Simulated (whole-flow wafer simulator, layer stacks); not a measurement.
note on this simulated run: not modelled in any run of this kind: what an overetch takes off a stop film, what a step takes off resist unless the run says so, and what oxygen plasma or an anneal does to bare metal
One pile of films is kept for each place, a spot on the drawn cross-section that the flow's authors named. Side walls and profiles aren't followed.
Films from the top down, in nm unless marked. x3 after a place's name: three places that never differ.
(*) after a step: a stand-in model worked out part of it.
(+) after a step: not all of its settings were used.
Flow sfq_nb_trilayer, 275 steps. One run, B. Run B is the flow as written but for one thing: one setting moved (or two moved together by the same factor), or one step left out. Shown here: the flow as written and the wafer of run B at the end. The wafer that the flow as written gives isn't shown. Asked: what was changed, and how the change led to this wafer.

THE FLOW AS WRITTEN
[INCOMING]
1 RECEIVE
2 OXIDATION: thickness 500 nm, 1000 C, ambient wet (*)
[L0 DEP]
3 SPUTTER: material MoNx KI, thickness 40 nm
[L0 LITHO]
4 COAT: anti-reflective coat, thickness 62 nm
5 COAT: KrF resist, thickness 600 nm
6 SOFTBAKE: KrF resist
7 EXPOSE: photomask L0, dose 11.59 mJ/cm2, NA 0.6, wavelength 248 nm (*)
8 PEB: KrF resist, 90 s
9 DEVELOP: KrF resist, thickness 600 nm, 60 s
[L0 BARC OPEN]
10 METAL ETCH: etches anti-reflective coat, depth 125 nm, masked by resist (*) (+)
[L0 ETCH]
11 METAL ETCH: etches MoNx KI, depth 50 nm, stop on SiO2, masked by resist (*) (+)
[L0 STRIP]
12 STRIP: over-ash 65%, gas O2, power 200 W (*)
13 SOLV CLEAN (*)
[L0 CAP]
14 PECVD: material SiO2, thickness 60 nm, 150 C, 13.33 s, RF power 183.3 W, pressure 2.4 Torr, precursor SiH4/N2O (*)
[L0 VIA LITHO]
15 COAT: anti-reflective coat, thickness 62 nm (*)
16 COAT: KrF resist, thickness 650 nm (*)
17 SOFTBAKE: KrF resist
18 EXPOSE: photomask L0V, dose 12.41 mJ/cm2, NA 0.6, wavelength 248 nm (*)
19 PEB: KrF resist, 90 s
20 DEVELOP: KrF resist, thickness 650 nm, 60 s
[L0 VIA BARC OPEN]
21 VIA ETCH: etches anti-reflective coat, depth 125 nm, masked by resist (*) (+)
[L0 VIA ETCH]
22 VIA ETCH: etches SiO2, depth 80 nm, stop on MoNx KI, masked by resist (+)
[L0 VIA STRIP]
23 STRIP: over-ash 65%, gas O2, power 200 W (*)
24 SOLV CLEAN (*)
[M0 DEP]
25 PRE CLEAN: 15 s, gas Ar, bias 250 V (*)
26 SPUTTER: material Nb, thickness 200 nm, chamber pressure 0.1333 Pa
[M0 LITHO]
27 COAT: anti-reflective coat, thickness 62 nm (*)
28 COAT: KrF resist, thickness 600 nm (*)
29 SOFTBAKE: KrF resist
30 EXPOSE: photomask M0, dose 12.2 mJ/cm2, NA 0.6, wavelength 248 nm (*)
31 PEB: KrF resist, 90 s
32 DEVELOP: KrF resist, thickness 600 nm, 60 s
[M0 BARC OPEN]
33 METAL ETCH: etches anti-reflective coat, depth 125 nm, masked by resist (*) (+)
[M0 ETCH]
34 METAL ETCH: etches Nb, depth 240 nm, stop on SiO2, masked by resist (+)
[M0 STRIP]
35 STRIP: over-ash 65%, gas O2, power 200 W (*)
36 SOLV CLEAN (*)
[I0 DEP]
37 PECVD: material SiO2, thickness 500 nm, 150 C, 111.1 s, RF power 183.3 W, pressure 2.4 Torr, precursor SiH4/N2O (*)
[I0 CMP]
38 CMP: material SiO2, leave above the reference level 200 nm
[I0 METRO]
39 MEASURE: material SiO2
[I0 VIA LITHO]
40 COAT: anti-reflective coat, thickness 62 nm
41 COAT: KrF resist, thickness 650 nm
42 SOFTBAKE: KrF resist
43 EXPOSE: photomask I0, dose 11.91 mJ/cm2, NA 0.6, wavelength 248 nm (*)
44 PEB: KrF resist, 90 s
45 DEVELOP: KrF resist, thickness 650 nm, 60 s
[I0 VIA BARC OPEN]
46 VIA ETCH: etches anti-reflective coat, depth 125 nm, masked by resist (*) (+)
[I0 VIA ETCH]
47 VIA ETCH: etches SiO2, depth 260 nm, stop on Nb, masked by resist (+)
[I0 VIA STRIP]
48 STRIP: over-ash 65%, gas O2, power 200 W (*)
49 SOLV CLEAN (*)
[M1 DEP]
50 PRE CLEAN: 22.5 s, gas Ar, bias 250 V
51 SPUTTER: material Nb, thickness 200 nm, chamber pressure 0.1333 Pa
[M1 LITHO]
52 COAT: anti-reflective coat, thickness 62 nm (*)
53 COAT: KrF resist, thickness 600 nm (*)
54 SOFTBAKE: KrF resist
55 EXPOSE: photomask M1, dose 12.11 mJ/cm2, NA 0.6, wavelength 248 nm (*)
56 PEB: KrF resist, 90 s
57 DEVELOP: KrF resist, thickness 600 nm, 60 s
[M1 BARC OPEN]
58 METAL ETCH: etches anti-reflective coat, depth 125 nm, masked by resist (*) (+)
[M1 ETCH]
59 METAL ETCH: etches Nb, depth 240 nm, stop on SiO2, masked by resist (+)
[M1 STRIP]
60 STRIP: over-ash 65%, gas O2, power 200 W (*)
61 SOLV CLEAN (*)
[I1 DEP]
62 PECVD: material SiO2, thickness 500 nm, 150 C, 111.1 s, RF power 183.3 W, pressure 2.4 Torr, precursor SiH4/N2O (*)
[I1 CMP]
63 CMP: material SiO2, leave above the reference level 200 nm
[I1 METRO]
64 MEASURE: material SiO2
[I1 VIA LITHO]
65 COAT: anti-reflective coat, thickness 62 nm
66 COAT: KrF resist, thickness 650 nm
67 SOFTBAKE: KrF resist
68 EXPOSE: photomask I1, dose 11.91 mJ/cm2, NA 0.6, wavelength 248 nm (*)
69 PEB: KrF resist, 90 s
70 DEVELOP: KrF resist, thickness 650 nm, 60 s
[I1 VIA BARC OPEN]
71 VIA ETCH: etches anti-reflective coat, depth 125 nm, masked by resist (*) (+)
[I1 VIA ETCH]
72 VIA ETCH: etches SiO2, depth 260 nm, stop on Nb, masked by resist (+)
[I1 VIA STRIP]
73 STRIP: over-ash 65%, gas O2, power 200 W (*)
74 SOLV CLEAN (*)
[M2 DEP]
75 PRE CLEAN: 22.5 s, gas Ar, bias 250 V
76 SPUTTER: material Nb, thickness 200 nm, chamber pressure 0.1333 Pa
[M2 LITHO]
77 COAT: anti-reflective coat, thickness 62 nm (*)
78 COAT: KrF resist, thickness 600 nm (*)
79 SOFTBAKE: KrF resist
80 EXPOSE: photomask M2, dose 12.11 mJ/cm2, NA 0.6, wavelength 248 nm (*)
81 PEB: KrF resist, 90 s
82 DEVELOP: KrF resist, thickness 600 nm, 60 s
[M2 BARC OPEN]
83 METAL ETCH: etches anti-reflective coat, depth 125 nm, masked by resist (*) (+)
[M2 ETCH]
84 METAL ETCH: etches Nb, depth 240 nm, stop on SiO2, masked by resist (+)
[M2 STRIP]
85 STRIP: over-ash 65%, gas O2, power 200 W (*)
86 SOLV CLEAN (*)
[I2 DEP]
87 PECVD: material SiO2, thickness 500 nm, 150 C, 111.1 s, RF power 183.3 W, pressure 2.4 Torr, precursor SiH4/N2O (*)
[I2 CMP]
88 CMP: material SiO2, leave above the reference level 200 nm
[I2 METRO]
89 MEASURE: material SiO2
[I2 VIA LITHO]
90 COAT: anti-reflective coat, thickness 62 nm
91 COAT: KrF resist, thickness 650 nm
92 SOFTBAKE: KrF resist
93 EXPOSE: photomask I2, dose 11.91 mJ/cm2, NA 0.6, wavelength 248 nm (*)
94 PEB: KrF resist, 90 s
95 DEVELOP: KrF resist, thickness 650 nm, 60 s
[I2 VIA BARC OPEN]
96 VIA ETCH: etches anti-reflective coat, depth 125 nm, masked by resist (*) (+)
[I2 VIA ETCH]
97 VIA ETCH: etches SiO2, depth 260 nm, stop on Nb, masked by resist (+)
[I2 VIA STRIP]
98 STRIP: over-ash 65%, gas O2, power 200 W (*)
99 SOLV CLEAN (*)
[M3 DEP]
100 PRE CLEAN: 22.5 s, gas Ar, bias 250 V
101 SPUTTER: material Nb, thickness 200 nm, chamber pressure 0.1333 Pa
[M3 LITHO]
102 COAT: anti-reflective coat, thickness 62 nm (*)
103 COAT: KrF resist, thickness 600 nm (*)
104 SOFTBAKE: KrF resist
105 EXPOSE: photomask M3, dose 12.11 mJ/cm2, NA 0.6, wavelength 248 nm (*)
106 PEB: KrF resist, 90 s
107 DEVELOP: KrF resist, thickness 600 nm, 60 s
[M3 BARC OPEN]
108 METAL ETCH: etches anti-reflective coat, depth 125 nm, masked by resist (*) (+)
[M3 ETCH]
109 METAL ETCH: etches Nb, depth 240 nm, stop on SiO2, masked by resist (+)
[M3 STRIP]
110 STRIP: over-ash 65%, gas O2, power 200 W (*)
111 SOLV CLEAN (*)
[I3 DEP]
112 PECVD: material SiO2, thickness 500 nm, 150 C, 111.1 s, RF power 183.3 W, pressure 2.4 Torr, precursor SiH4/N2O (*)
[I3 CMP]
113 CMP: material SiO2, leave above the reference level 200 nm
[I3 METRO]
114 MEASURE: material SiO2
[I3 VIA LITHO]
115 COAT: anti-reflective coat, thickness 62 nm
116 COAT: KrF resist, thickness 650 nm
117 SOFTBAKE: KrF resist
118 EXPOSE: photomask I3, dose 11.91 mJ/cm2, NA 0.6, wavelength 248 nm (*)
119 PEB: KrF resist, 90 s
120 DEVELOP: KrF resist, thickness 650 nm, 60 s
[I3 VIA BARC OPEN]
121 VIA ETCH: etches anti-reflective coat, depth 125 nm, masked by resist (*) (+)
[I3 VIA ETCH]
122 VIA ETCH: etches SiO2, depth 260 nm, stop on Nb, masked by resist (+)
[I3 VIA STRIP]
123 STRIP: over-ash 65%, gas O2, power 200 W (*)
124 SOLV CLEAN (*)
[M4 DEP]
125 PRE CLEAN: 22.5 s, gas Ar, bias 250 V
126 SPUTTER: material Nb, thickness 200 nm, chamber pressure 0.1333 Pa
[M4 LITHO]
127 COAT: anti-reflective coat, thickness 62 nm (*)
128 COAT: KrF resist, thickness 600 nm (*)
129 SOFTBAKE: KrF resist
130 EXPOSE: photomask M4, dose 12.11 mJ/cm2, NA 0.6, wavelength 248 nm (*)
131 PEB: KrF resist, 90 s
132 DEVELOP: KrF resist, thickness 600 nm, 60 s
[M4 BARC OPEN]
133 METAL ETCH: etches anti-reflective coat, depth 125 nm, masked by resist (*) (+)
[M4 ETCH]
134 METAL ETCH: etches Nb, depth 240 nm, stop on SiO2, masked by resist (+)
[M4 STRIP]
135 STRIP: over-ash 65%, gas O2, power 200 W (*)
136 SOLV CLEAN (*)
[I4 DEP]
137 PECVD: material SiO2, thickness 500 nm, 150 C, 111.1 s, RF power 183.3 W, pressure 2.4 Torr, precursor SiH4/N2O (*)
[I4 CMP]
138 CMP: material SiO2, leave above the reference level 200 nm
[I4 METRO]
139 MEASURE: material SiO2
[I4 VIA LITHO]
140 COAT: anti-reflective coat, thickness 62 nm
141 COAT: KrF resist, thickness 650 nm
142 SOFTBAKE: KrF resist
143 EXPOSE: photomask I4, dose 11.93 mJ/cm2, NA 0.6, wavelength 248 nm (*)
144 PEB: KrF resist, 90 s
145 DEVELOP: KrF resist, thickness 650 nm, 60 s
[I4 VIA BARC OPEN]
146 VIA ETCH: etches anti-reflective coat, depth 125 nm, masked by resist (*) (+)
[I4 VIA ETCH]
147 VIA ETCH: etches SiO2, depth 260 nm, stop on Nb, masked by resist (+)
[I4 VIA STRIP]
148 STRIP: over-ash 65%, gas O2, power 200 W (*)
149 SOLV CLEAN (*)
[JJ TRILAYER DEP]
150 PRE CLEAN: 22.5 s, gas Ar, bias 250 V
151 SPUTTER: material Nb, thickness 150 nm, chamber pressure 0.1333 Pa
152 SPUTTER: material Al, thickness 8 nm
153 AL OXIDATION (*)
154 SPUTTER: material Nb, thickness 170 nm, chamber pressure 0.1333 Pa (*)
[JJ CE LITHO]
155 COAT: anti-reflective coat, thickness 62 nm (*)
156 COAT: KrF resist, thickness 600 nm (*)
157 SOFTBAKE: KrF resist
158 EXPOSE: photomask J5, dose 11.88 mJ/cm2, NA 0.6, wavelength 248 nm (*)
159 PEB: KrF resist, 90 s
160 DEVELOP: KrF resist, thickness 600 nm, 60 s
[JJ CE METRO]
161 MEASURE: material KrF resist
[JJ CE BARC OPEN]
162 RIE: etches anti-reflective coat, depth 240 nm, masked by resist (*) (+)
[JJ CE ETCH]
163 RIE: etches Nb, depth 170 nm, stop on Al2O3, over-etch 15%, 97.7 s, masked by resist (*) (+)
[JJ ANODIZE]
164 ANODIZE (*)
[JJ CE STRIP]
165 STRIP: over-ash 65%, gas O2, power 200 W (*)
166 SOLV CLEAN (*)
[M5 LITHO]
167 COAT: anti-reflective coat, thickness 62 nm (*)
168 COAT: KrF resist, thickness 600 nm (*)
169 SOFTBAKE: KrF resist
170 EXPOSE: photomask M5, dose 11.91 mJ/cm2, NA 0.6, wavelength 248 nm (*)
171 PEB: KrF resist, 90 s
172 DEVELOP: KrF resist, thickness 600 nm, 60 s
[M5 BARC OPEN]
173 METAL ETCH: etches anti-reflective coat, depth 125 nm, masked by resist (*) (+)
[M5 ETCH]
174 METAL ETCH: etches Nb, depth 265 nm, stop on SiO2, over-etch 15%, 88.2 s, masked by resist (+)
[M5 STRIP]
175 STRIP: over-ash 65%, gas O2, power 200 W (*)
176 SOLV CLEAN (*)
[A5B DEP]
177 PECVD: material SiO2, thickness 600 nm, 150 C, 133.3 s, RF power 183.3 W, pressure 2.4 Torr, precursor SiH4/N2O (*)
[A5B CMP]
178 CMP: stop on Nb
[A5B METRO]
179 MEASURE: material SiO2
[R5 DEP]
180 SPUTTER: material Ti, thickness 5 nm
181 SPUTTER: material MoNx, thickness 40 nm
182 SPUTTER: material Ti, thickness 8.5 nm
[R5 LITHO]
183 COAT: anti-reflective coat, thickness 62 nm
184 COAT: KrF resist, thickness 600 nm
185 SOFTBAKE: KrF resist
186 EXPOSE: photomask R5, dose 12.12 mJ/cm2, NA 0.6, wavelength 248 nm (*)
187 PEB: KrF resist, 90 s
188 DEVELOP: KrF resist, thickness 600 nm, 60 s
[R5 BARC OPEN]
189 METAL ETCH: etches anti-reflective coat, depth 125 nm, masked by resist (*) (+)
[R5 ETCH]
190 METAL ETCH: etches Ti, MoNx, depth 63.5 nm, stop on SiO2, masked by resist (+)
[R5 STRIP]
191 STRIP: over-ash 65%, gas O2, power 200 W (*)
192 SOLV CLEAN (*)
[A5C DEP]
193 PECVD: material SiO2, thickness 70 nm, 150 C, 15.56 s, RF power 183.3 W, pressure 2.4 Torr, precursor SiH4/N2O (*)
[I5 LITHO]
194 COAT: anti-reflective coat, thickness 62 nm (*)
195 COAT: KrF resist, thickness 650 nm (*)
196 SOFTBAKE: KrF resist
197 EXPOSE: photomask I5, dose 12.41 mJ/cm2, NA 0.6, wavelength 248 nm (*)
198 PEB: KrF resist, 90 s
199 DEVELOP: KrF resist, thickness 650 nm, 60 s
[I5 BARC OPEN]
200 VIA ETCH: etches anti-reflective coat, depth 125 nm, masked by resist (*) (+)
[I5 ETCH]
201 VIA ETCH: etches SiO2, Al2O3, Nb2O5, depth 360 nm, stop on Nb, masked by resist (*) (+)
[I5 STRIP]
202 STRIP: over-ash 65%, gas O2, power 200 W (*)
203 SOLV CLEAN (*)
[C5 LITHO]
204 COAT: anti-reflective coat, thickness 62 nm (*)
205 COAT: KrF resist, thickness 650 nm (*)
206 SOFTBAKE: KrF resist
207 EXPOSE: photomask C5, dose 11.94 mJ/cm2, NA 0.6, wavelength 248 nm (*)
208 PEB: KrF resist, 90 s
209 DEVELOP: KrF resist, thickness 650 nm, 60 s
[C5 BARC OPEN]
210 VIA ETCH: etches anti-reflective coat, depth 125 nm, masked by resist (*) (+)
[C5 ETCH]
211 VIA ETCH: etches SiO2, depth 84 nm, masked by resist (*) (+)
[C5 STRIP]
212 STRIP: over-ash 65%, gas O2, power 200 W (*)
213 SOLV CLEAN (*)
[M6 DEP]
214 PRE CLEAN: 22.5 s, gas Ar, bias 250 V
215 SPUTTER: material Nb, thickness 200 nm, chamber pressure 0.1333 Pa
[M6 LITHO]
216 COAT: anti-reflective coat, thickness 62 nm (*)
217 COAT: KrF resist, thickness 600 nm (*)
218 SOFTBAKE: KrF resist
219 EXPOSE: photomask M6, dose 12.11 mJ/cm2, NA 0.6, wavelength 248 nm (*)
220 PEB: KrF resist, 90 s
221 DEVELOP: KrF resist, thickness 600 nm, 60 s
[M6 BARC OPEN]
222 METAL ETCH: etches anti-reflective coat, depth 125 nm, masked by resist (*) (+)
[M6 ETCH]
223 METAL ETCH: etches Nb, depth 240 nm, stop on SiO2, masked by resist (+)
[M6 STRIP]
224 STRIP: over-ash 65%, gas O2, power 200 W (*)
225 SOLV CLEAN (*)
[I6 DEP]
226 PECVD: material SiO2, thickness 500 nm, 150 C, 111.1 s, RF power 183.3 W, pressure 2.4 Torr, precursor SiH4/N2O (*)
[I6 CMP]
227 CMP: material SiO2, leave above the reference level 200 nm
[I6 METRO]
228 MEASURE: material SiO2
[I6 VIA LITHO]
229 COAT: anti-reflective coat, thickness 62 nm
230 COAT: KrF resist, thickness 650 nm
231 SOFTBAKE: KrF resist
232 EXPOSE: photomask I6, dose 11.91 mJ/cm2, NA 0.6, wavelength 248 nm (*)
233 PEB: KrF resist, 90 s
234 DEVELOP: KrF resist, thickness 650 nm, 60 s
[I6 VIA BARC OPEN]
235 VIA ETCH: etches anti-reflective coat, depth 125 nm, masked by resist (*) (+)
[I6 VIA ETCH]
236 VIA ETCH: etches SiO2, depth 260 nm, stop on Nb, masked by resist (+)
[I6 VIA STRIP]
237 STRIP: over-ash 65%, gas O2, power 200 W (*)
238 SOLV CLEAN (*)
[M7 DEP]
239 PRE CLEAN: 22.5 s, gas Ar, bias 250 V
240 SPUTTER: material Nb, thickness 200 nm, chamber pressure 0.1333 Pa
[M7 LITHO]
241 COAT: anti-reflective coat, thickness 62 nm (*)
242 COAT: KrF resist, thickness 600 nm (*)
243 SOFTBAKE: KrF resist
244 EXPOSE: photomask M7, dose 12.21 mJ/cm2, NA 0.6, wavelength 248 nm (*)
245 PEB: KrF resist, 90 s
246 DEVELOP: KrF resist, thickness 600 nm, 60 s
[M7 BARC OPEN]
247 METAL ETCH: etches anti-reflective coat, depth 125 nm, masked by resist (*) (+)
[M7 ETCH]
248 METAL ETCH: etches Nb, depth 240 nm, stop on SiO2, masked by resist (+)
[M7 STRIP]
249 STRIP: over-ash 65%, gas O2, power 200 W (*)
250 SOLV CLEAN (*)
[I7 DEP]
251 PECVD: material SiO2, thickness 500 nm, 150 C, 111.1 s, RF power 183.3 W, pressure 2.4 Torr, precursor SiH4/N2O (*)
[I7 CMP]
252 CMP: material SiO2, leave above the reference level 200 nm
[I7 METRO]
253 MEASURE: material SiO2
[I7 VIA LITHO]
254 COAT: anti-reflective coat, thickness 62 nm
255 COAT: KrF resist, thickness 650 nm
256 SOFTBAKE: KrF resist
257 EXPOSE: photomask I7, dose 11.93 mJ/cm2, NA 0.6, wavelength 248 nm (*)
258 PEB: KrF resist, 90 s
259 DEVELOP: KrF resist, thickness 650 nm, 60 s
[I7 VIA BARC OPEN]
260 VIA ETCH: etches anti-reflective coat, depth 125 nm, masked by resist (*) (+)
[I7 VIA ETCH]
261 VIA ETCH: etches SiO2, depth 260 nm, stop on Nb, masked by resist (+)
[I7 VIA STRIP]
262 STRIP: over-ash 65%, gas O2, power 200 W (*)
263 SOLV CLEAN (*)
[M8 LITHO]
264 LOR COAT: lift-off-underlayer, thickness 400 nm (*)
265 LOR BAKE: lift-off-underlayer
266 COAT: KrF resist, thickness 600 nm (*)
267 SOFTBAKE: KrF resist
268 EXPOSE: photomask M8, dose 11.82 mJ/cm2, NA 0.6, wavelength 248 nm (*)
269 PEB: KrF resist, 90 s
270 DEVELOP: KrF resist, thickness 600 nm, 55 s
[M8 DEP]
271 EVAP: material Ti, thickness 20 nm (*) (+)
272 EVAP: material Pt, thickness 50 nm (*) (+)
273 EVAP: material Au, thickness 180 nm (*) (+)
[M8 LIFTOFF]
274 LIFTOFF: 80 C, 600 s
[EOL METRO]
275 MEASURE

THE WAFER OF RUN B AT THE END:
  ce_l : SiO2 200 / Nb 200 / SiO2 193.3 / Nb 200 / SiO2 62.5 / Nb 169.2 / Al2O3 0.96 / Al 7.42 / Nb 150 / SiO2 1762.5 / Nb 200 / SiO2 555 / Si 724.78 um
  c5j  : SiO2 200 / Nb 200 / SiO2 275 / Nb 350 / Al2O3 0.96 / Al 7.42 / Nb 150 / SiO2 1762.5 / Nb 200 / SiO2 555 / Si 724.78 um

The cause: step 190, METAL ETCH: depth 54.29 nm was run, where the flow has depth 63.5 nm.

How the change led to this, step by step:
  190 METAL ETCH: etches Ti, MoNx, depth 63.5 nm, stop on SiO2, masked by resist (+)
      be_r, r_sur, res, r_end, r5r_line_l, r5r_line_c, r5r_line_r: KrF resist -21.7 (as written it would be: KrF resist -25.4)
      ce_l, c5j, ce_r, wl_jj: Ti -8.5 (all of it), MoNx -40 (all of it), Ti -5 (all of it), Nb -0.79 (as written it would be: Ti -8.5 (all of it), MoNx -40 (all of it), Ti -5 (all of it), Nb -10)
  194 COAT: anti-reflective coat, thickness 62 nm (*)
      wl_j_sl, wl_j_sr: anti-reflective coat +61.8 (new film) (as written it would be: anti-reflective coat +60.2 (new film))
      jj_sur: anti-reflective coat +62.5 (new film) (as written it would be: anti-reflective coat +60.8 (new film))
      (and at 5 more places)
  202 STRIP: over-ash 65%, gas O2, power 200 W (*)
      wl_j_sl, wl_j_sr: KrF resist -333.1 (all of it), anti-reflective coat -61.8 (all of it) (as written it would be: KrF resist -333.3 (all of it), anti-reflective coat -60.2 (all of it))
      jj_sur: KrF resist -337 (all of it), anti-reflective coat -62.5 (all of it) (as written it would be: KrF resist -337.2 (all of it), anti-reflective coat -60.8 (all of it))
      (and at 5 more places)
  204 COAT: anti-reflective coat, thickness 62 nm (*)
      wl_j_sl, wl_j_sr: anti-reflective coat +61.8 (new film) (as written it would be: anti-reflective coat +60.2 (new film))
      jj_sur: anti-reflective coat +61.1 (new film) (as written it would be: anti-reflective coat +59.5 (new film))
      (and at 5 more places)
  210 VIA ETCH: etches anti-reflective coat, depth 125 nm, masked by resist (*) (+)
      c5j: anti-reflective coat -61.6 (all of it), SiO2 -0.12 (as written it would be: anti-reflective coat -63.9 (all of it), SiO2 -0.11)
  212 STRIP: over-ash 65%, gas O2, power 200 W (*)
      wl_j_sl, wl_j_sr: KrF resist -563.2 (all of it), anti-reflective coat -61.8 (all of it) (as written it would be: KrF resist -563.4 (all of it), anti-reflective coat -60.2 (all of it))
      jj_sur: KrF resist -561.8 (all of it), anti-reflective coat -61.1 (all of it) (as written it would be: KrF resist -562 (all of it), anti-reflective coat -59.5 (all of it))
      (and at 4 more places)
  216 COAT: anti-reflective coat, thickness 62 nm (*)
      wl_j_sl, wl_j_sr: anti-reflective coat +61.8 (new film) (as written it would be: anti-reflective coat +60.2 (new film))
      jj_sur: anti-reflective coat +58.4 (new film) (as written it would be: anti-reflective coat +56.1 (new film))
      (and at 5 more places)
  224 STRIP: over-ash 65%, gas O2, power 200 W (*)
      wl_j_sl, wl_j_sr: KrF resist -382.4 (all of it), anti-reflective coat -61.8 (all of it) (as written it would be: KrF resist -382.5 (all of it), anti-reflective coat -60.2 (all of it))
      jj_sur: KrF resist -377.9 (all of it), anti-reflective coat -58.4 (all of it) (as written it would be: KrF resist -378.5 (all of it), anti-reflective coat -56.1 (all of it))
      (and at 5 more places)
  227 CMP: material SiO2, leave above the reference level 200 nm
      ce_l, ce_r, wl_jj: SiO2 -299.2 (as written it would be: SiO2 -290)
      c5j: SiO2 -232.2 (as written it would be: SiO2 -223)
